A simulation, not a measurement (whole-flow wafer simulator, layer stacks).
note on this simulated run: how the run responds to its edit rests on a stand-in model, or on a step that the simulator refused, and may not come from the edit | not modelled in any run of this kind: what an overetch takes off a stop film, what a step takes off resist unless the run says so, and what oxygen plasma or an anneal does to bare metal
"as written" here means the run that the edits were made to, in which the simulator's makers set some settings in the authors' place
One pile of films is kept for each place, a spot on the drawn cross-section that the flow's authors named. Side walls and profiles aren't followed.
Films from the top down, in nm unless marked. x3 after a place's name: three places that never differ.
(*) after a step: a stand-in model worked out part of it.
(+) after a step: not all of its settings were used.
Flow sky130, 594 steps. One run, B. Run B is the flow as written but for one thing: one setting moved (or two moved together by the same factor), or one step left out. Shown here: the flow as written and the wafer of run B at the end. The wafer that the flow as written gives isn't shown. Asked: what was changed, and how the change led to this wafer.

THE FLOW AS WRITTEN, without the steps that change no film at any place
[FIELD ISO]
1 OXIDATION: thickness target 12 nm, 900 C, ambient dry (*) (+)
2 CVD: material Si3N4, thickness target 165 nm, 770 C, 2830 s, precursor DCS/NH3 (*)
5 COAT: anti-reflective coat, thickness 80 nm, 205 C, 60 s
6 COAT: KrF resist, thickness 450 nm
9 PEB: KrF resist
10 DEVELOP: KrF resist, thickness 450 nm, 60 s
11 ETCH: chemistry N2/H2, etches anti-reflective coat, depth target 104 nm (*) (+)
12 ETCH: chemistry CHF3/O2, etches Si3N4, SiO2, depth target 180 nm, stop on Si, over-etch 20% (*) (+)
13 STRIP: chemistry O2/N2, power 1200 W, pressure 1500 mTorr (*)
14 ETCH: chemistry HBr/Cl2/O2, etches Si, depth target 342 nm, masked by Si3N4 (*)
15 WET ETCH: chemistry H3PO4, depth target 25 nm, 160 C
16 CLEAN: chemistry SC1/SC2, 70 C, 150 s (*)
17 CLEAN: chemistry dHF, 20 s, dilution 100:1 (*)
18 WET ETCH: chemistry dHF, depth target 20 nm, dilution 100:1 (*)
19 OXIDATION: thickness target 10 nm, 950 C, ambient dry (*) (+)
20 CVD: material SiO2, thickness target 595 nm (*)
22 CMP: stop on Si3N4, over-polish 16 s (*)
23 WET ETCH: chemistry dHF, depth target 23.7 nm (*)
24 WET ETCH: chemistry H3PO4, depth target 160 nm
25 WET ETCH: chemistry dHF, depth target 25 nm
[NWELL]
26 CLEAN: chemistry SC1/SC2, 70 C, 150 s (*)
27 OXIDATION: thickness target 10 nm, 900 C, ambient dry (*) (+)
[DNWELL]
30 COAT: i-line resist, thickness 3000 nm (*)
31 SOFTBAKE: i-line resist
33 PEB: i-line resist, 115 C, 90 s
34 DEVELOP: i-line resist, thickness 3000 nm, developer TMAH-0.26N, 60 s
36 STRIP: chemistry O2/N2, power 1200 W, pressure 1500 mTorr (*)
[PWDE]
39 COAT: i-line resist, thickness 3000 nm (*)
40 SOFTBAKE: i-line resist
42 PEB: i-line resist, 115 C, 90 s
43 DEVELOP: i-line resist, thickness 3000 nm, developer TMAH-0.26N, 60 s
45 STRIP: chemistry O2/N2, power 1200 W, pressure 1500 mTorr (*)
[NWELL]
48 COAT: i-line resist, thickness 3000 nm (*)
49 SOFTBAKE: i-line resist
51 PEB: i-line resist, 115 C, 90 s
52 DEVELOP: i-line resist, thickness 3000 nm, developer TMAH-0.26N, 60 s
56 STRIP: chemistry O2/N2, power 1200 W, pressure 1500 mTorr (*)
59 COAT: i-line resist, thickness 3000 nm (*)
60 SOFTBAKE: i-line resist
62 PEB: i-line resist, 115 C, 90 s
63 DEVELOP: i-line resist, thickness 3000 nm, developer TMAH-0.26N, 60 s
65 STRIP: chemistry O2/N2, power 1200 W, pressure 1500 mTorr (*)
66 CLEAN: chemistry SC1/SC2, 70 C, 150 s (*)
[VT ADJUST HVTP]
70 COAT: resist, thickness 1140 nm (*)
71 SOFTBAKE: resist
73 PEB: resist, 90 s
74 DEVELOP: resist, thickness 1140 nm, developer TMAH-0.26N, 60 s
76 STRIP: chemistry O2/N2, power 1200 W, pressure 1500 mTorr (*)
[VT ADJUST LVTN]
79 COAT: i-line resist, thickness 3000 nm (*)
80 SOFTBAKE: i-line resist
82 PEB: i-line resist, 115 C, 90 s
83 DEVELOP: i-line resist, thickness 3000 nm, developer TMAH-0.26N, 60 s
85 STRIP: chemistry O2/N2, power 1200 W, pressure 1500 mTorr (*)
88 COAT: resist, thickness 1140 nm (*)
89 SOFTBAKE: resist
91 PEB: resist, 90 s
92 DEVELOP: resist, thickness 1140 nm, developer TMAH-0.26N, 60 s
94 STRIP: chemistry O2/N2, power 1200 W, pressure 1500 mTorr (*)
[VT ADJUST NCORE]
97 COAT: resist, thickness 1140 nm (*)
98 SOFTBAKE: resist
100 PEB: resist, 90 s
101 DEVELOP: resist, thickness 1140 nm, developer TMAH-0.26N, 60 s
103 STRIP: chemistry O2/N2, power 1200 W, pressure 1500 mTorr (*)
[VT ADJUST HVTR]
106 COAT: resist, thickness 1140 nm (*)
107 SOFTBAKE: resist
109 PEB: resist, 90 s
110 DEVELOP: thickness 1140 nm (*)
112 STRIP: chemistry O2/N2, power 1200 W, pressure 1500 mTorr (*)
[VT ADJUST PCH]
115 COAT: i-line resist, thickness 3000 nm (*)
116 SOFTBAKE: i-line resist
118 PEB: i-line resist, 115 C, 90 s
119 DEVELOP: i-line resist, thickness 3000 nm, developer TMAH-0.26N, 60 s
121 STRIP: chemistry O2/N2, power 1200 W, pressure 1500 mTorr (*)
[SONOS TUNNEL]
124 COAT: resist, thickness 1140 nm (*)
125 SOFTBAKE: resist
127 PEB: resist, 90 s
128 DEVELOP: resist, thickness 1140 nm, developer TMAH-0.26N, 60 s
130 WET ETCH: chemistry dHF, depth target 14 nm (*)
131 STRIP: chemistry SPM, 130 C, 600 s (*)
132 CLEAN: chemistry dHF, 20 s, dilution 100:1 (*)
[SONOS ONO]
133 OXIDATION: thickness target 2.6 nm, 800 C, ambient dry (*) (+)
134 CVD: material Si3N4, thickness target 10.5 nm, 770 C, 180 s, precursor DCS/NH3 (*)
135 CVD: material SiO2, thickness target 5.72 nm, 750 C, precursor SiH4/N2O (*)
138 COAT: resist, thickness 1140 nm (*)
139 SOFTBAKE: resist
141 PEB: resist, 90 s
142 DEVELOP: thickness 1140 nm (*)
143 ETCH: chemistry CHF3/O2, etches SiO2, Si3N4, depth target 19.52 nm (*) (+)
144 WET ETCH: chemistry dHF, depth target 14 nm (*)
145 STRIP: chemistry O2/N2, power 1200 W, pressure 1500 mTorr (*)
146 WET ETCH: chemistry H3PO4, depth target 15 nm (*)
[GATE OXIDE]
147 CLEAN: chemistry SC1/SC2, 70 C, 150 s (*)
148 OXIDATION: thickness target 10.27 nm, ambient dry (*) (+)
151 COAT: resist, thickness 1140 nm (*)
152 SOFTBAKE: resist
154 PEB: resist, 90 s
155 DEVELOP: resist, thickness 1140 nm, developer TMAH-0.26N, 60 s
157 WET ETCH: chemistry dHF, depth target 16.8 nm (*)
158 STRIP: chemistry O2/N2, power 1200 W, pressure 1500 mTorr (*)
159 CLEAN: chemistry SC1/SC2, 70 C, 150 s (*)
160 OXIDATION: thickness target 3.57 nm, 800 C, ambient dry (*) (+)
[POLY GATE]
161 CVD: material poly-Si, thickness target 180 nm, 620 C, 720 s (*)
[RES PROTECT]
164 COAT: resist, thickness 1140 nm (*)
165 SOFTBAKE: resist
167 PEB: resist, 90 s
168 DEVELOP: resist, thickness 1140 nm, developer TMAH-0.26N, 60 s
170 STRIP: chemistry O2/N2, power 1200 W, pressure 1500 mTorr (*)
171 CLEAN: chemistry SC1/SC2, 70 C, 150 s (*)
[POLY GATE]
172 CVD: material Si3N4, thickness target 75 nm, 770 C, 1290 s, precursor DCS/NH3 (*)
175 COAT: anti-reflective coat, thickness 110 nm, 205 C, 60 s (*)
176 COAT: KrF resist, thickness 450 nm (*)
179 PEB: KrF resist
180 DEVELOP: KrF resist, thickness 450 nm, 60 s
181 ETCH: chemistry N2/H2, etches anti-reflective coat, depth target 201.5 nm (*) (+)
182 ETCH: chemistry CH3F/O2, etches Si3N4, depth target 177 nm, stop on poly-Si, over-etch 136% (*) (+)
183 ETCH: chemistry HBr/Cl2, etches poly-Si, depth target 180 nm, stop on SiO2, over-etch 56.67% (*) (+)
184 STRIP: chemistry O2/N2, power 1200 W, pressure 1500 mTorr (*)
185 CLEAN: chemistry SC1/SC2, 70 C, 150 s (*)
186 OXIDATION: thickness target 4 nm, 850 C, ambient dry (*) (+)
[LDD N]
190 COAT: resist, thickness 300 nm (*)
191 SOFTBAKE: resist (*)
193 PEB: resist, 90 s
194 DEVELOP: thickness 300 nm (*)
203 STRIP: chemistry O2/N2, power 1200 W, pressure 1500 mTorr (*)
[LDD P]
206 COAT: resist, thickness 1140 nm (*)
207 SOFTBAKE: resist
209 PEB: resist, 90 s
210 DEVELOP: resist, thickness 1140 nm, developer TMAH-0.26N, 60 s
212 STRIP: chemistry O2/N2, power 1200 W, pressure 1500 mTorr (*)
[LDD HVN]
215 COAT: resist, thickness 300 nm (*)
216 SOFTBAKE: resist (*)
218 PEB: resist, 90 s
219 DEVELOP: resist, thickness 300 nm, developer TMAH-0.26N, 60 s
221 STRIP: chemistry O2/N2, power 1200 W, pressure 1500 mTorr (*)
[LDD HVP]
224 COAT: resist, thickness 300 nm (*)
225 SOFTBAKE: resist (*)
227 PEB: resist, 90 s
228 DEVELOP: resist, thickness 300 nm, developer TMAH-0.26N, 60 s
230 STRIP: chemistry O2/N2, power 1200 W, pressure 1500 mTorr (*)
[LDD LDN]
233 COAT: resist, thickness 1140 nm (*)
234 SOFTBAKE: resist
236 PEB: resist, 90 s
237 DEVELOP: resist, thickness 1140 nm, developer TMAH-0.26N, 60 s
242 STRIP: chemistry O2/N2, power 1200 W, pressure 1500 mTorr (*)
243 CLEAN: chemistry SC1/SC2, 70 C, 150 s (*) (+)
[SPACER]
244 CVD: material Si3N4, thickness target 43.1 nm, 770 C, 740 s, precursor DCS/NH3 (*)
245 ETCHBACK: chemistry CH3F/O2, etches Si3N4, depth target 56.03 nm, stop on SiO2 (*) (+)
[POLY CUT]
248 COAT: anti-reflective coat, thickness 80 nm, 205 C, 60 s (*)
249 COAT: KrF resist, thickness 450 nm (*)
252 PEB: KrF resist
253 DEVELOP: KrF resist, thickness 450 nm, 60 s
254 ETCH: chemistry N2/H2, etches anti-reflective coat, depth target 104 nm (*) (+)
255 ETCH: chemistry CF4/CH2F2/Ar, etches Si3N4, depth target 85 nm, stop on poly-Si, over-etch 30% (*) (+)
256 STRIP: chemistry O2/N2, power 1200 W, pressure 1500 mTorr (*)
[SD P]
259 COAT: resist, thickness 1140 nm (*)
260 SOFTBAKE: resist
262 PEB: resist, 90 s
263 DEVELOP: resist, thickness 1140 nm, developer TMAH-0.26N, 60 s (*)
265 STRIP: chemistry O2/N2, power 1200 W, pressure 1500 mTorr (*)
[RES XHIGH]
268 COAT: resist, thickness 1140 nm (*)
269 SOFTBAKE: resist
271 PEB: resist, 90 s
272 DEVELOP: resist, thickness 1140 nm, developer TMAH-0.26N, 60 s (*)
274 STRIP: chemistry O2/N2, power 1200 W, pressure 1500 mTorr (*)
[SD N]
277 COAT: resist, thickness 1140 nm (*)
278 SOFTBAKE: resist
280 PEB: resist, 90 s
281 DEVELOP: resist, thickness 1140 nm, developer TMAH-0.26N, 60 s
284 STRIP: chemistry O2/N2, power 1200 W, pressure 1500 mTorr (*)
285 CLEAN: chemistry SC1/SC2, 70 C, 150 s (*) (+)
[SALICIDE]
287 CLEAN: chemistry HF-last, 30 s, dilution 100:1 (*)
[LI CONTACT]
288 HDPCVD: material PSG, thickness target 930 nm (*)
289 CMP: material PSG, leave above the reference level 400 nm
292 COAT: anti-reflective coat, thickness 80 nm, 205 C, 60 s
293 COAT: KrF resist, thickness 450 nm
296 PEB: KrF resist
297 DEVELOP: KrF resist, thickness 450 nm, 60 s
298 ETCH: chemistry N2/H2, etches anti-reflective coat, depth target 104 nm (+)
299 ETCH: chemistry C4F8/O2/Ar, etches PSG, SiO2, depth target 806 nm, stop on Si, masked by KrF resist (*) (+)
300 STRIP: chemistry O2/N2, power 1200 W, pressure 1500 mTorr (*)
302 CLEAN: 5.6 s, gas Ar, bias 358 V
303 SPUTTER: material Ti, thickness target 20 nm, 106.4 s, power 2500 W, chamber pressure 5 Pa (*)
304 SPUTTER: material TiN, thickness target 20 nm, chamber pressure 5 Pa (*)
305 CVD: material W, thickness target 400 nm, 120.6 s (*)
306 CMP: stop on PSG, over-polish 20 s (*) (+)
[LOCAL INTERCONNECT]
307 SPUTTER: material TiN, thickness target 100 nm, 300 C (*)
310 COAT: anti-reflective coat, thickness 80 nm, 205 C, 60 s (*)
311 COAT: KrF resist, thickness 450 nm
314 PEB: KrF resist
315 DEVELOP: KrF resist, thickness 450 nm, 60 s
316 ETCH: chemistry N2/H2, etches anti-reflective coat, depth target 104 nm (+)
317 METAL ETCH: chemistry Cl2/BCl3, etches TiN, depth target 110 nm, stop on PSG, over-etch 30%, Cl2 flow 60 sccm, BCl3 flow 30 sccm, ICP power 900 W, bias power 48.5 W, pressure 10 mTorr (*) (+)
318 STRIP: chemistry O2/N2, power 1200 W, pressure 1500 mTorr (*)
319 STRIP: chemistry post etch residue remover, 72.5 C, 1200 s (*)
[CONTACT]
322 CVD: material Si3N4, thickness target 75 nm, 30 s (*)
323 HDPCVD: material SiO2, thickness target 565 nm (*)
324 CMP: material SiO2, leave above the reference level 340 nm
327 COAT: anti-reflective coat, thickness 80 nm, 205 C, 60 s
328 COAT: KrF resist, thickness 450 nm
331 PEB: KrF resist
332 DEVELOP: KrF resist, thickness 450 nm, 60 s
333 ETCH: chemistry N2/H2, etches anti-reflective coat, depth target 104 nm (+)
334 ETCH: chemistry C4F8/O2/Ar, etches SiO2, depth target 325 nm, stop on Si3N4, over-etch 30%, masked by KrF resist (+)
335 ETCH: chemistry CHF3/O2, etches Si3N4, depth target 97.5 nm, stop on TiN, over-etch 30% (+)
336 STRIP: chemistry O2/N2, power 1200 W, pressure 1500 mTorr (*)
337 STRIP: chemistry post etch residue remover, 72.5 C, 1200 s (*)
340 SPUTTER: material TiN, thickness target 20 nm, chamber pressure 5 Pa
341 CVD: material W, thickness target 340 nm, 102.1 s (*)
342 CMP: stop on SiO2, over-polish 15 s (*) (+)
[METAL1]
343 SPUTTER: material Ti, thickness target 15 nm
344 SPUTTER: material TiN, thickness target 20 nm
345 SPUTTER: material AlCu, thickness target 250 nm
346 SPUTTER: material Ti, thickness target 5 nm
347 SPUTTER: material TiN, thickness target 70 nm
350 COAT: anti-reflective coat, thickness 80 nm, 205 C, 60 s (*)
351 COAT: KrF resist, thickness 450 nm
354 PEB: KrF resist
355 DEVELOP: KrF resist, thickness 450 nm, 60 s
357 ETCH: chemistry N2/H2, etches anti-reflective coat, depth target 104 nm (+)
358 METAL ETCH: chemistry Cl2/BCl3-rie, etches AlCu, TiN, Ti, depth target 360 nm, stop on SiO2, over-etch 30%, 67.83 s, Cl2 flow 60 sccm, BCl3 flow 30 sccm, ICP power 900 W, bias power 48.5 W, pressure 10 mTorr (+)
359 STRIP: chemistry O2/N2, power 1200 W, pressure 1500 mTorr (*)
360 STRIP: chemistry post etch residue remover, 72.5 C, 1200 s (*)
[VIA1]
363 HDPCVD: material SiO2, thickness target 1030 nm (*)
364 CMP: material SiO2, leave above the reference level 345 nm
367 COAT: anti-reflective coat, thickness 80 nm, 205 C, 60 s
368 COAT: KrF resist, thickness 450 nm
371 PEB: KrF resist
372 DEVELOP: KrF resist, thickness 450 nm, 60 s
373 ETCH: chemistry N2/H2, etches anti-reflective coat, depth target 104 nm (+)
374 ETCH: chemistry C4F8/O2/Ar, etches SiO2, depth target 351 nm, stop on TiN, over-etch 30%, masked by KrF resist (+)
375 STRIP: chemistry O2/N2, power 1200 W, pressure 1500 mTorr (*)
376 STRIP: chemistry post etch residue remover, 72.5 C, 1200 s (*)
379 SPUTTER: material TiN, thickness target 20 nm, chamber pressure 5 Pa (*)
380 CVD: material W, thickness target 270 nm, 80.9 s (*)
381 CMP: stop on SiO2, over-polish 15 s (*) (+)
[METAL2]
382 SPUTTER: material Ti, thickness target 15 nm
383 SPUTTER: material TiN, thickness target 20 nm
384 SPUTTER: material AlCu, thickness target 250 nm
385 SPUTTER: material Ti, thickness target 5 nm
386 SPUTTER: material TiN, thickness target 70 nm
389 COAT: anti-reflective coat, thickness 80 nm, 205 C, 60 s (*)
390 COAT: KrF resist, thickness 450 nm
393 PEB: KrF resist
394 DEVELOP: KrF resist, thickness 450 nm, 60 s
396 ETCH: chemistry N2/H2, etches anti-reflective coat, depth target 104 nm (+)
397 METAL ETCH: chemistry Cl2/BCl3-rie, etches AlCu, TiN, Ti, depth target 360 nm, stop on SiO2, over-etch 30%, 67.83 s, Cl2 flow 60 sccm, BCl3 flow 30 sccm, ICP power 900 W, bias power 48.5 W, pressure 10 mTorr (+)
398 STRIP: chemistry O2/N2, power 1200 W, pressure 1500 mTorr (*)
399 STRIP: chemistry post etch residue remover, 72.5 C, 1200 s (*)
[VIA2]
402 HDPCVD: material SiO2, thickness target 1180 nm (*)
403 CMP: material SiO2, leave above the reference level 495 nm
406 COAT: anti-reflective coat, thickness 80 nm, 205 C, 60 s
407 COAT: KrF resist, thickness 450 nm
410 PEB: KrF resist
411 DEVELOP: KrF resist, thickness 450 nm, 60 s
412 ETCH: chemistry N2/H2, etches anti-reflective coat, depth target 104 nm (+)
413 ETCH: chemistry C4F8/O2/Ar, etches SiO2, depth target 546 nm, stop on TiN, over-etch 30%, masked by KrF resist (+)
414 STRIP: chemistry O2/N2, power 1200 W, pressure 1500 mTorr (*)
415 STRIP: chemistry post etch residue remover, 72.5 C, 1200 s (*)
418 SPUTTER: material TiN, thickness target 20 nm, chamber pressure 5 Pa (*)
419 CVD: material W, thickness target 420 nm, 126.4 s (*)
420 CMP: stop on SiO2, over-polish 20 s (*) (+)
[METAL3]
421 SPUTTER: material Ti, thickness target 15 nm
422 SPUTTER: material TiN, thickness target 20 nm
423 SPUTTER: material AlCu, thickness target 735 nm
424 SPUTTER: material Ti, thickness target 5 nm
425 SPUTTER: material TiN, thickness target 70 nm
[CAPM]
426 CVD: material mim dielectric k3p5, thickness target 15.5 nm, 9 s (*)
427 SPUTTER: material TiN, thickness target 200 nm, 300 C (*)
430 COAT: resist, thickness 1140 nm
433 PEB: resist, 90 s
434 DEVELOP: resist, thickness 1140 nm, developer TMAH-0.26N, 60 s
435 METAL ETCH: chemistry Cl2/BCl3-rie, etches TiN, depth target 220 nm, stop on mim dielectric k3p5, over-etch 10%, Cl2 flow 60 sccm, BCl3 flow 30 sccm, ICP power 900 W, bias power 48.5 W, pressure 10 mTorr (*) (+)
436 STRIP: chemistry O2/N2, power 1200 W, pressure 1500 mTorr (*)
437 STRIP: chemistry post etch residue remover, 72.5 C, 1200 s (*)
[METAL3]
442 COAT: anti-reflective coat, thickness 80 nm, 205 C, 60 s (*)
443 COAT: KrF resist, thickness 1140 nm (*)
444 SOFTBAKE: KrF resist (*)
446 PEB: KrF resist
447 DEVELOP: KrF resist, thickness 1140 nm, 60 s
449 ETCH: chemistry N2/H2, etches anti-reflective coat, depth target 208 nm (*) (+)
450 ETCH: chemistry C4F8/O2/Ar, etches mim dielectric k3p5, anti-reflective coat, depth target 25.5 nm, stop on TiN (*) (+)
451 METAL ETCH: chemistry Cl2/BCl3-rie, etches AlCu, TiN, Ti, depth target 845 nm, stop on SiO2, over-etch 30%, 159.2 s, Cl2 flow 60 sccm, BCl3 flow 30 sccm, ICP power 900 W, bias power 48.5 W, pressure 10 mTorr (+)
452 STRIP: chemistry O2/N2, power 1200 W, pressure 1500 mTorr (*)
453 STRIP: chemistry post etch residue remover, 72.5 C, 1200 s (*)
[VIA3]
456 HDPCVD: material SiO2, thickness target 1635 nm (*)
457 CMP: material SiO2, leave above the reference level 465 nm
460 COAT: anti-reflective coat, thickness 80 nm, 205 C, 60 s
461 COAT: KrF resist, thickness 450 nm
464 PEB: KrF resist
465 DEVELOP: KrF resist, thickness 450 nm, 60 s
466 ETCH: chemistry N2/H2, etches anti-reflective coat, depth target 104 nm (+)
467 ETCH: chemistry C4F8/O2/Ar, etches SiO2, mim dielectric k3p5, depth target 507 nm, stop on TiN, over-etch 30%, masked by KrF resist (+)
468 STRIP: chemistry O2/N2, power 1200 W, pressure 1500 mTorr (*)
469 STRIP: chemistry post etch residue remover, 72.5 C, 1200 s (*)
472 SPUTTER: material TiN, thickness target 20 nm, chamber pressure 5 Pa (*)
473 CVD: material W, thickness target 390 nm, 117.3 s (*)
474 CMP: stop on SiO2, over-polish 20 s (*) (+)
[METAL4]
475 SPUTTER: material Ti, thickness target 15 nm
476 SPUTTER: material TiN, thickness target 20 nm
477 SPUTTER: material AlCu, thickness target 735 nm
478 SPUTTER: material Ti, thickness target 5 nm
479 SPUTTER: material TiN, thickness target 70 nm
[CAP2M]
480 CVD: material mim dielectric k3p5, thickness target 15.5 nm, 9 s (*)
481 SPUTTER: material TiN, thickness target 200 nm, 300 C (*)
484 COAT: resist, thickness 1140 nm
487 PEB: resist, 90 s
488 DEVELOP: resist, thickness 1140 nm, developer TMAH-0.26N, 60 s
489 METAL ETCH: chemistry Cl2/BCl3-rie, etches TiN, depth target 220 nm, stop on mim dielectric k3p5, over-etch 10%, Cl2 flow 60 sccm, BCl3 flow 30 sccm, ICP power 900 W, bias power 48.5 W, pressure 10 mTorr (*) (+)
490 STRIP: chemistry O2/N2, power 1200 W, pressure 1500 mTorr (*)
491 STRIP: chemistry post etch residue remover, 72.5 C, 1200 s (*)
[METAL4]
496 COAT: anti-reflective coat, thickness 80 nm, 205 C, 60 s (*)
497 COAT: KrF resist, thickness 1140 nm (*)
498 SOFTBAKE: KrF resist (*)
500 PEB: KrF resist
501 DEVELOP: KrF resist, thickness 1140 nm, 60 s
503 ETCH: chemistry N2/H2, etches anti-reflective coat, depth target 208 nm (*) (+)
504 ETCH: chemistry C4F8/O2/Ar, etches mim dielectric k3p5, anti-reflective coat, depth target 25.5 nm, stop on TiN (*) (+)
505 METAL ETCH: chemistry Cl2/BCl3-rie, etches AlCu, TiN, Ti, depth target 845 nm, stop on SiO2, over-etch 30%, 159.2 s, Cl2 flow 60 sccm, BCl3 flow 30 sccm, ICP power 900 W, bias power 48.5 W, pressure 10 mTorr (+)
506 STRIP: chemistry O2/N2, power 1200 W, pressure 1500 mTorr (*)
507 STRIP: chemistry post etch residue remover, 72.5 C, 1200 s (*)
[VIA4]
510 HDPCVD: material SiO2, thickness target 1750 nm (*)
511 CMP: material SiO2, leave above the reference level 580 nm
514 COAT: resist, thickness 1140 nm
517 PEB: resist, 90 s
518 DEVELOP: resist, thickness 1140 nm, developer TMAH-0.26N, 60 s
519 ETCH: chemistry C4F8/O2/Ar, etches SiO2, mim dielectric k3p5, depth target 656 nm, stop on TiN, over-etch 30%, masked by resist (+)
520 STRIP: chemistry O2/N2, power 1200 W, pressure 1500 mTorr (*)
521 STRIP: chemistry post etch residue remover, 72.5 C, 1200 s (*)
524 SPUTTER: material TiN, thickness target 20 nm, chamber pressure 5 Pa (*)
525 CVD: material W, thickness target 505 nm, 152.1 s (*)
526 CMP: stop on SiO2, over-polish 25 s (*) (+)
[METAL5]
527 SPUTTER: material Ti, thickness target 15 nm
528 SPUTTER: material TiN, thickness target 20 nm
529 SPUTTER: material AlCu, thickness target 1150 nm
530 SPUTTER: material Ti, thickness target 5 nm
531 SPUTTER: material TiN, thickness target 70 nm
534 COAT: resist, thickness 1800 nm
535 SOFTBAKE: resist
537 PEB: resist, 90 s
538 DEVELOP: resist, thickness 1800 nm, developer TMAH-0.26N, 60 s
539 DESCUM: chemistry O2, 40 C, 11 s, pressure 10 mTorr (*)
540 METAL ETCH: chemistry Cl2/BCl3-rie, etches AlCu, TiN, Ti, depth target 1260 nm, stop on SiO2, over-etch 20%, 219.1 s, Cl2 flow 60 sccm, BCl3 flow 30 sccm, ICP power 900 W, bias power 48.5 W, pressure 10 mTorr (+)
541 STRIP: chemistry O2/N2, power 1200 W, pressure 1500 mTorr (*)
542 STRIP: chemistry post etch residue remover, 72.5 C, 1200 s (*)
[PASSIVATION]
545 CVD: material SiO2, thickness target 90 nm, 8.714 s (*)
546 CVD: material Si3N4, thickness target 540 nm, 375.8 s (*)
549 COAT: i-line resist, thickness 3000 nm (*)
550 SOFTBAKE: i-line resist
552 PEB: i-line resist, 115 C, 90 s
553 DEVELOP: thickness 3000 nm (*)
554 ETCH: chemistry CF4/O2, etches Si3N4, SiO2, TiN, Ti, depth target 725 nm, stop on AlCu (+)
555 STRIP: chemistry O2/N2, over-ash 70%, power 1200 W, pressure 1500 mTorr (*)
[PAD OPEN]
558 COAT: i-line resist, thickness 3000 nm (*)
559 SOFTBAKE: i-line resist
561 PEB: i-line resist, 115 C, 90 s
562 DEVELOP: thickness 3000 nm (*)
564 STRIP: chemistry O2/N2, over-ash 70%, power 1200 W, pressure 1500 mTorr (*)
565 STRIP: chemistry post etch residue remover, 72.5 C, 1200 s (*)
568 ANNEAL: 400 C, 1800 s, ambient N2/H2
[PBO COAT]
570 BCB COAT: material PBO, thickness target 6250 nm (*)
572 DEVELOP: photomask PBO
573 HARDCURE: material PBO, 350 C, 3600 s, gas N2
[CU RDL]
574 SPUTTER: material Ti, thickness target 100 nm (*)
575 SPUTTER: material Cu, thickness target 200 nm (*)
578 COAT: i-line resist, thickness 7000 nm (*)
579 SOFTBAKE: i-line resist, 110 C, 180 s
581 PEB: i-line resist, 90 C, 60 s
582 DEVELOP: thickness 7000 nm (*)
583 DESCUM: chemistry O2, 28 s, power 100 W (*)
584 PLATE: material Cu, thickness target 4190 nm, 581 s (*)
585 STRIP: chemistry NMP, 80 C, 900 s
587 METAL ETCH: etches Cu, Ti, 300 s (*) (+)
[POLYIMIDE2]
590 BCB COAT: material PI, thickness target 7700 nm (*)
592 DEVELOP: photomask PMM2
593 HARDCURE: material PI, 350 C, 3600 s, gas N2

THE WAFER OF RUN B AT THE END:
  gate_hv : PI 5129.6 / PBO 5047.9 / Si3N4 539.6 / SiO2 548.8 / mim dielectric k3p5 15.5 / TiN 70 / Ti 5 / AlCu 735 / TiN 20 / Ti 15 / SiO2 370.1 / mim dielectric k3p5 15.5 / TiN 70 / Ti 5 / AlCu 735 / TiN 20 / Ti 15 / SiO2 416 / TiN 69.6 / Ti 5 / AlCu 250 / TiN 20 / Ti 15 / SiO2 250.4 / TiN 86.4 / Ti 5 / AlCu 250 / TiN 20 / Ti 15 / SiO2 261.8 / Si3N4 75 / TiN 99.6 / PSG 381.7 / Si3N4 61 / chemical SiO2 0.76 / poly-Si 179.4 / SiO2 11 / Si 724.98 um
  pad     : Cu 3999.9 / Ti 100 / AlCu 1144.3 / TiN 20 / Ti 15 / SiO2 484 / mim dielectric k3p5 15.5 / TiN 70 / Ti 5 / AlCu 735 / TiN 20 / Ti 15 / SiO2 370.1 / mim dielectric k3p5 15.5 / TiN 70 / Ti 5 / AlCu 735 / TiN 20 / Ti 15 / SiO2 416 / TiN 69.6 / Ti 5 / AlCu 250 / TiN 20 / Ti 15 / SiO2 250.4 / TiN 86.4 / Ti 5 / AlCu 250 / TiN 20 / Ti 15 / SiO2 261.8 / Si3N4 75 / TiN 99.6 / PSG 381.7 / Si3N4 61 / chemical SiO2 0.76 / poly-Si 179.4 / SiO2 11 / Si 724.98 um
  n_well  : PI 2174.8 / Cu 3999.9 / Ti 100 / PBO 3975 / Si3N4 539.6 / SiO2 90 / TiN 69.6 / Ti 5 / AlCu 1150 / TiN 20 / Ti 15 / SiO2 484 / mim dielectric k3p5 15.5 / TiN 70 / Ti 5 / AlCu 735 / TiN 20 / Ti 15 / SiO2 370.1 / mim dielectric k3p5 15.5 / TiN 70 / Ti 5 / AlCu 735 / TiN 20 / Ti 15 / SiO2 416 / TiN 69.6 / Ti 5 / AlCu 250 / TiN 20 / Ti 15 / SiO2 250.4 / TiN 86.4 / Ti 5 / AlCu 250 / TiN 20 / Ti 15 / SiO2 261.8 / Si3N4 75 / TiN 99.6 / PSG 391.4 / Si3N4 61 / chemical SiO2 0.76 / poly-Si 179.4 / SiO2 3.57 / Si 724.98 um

The cause: step 347, SPUTTER: thickness target 86.8 nm was run, where the flow has thickness target 70 nm.

How the change led to this, step by step:
  347 SPUTTER: material TiN, thickness target 70 nm
      field, active, n_well and 188 more: TiN +86.8 (new film) (as written it would be: TiN +70 (new film))
  358 METAL ETCH: chemistry Cl2/BCl3-rie, etches AlCu, TiN, Ti, depth target 360 nm, stop on SiO2, over-etch 30%, 67.83 s, Cl2 flow 60 sccm, BCl3 flow 30 sccm, ICP power 900 W, bias power 48.5 W, pressure 10 mTorr (+)
      field, active, gate and 81 more: TiN -85.5 (all of it), Ti -5 (all of it), AlCu -250 (all of it), TiN -20 (all of it), Ti -15 (all of it), SiO2 -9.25 (as written it would be: TiN -68.7 (all of it), Ti -5 (all of it), AlCu -250 (all of it), TiN -20 (all of it), Ti -15 (all of it), SiO2 -10.9)
  364 CMP: material SiO2, leave above the reference level 345 nm
      n_well, p_well, gate_hv and 100 more: SiO2 -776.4 (as written it would be: SiO2 -759.6)
      poly_licon, ndiff_licon, ndiff_licon_cpp, rpo_hd_licon: SiO2 -775.8 (as written it would be: SiO2 -759)
  374 ETCH: chemistry C4F8/O2/Ar, etches SiO2, depth target 351 nm, stop on TiN, over-etch 30%, masked by KrF resist (+)
      field, active, n_well and 186 more: KrF resist -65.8 (as written it would be: KrF resist -70.1)
      m1, via1_hole: SiO2 -253 (all of it) (as written it would be: SiO2 -269.8 (all of it))
  380 CVD: material W, thickness target 270 nm, 80.9 s (*)
      m1: W +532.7 (new film) (as written it would be: W +549.9 (new film))
      via1_hole: W +532.8 (new film) (as written it would be: W +549.9 (new film))
